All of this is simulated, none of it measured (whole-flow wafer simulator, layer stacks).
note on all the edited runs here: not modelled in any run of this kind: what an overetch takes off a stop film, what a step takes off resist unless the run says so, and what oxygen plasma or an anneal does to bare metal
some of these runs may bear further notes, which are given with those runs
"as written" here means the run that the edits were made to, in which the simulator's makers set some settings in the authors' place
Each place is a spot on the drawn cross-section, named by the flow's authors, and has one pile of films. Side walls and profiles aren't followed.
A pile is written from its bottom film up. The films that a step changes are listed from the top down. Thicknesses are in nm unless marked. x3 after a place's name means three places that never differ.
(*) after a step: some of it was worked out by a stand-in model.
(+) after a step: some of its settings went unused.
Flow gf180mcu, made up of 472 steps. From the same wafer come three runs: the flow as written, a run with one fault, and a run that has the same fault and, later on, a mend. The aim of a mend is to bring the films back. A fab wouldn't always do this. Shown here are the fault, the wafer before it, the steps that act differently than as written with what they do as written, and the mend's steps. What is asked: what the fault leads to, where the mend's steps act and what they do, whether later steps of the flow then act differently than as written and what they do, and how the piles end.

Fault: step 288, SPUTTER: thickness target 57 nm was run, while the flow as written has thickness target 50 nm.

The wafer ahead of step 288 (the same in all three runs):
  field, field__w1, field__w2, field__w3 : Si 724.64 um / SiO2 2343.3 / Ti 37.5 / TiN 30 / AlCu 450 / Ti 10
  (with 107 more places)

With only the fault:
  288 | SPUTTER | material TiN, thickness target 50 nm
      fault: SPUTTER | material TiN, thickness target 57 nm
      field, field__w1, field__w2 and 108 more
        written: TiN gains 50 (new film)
        fault: TiN gains 57 (new film)
  Steps further on in the flow that do not act as written (5 other steps are not shown; they differ only slightly, by no more than 2% or 0.5 nm, whichever is larger):
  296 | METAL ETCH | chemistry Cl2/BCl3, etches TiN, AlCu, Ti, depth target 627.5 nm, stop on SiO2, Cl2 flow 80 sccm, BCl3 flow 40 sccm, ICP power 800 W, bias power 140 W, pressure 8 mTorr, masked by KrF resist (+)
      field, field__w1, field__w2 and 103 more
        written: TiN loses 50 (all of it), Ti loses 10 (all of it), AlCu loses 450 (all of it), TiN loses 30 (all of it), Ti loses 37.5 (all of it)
        fault: TiN loses 57 (all of it), Ti loses 10 (all of it), AlCu loses 450 (all of it), TiN loses 30 (all of it), Ti loses 37.5 (all of it)
  At field__w8, contact, m1, m1__w1, m1_nw, the piles at the end differ from the flow's by more than 2% or 0.5 nm, whichever is larger.
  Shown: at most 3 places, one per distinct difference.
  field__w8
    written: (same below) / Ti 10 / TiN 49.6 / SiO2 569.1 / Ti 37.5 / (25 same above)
    fault: (same below) / Ti 10 / TiN 56.6 / SiO2 562.1 / Ti 37.5 / (25 same above)
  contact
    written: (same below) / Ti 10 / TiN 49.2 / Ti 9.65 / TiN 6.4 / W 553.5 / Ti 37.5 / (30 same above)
    fault: (same below) / Ti 10 / TiN 56.2 / Ti 9.69 / TiN 6.43 / W 546.4 / Ti 37.5 / (30 same above)

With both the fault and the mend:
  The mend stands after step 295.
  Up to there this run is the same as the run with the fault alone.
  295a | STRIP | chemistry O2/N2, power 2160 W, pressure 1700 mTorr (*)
      field__w8, contact, m1, m1__w1, m1_nw
        KrF resist loses 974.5 (all of it)
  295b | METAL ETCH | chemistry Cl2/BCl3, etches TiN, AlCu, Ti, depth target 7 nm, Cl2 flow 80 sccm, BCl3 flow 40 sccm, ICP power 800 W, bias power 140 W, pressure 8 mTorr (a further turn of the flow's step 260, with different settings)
      field, field__w1, field__w2 and 108 more
        TiN loses 7
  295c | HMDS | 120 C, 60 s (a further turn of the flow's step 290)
      does not change any film at any place that is followed
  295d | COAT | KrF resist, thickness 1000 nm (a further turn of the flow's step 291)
      field, field__w1, field__w2 and 108 more
        KrF resist gains 1000 (new film)
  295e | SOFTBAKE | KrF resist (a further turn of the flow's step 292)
      does not change any film at any place that is followed
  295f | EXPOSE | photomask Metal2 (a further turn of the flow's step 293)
      does not change any film at any place that is followed
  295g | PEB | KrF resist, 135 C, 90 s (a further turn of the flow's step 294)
      field, field__w1, field__w2 and 108 more
        KrF resist loses 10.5
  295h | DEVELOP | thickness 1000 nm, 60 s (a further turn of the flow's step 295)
      field, field__w1, field__w2 and 103 more
        KrF resist loses 989.5 (all of it)
      field__w8, contact, m1, m1__w1, m1_nw
        KrF resist loses 14.9
  Later steps of the flow that are run all act as written at every place that is followed.
  By the end, the piles equal the flow's at every place that both follow.
